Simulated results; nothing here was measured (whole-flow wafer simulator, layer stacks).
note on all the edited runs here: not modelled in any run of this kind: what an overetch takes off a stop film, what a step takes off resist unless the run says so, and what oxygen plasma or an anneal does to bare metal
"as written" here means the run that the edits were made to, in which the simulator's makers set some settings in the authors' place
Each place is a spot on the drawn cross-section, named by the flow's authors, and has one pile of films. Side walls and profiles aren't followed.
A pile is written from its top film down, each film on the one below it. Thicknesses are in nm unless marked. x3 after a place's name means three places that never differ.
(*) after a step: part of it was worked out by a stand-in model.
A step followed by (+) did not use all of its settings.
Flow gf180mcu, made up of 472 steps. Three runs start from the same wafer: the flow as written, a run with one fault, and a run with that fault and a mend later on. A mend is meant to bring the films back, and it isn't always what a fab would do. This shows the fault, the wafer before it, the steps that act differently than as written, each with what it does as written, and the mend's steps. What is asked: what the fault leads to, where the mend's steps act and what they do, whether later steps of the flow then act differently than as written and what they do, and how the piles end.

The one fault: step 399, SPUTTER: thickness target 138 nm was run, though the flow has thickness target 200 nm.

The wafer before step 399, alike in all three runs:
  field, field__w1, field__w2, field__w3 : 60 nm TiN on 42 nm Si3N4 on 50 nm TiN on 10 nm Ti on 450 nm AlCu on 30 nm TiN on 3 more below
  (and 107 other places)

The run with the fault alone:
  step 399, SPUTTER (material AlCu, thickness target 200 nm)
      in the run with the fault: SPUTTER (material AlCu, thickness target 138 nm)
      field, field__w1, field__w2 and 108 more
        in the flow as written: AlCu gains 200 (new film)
        in the run with the fault: AlCu gains 138 (new film)
  Later steps of the flow acting differently than as written (4 more steps, not shown, differ only slightly: by at most 2% or 0.5 nm, whichever is larger):
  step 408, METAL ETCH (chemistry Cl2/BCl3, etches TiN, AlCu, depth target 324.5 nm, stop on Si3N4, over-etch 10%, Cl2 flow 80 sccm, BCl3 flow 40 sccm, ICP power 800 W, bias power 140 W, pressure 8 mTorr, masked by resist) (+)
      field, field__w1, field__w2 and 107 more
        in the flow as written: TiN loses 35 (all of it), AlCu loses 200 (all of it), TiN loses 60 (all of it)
        in the run with the fault: TiN loses 35 (all of it), AlCu loses 138 (all of it), TiN loses 60 (all of it)
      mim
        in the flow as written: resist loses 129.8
        in the run with the fault: resist loses 102.5
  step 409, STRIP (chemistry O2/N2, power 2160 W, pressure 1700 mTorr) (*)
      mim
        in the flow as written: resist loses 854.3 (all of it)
        in the run with the fault: resist loses 881.6 (all of it)
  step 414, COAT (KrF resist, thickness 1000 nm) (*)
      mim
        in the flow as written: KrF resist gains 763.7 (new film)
        in the run with the fault: KrF resist gains 811.5 (new film)
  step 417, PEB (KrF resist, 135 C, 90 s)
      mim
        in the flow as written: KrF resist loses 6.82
        in the run with the fault: KrF resist loses 7.58
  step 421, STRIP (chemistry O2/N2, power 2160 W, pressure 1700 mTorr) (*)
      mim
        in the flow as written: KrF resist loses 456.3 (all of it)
        in the run with the fault: KrF resist loses 503.3 (all of it)
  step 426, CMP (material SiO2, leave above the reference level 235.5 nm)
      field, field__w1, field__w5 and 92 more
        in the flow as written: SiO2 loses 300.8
        in the run with the fault: SiO2 loses 362.8
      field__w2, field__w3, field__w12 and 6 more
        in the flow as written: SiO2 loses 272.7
        in the run with the fault: SiO2 loses 334.7
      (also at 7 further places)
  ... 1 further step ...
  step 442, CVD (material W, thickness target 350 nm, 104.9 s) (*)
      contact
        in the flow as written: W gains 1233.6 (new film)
        in the run with the fault: W gains 1171.1 (new film)
  At field__w4, field__w8, contact, m1, m1__w1, mim, mim_1p0, m1_nw, the piles at the end differ from the flow's by more than 2% or 0.5 nm, whichever is larger.
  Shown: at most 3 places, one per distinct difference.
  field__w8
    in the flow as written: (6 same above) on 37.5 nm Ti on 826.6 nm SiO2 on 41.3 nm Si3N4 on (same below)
    in the run with the fault: (6 same above) on 37.5 nm Ti on 764.6 nm SiO2 on 41.3 nm Si3N4 on (same below)
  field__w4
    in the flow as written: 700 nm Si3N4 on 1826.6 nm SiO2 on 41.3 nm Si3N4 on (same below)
    in the run with the fault: 700 nm Si3N4 on 1764.6 nm SiO2 on 41.3 nm Si3N4 on (same below)
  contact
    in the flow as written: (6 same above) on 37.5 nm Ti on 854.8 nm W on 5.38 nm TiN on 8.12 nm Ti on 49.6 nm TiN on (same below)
    in the run with the fault: (6 same above) on 37.5 nm Ti on 792.3 nm W on 5.58 nm TiN on 8.41 nm Ti on 49.6 nm TiN on (same below)

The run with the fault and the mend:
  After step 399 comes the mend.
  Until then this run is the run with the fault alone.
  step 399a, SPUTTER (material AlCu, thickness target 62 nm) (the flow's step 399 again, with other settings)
      field, field__w1, field__w2 and 108 more
        AlCu gains 62
  Every later step of the flow that is run acts as written at every place that is followed.
  At every place that both follow, the piles at the end match the flow's.
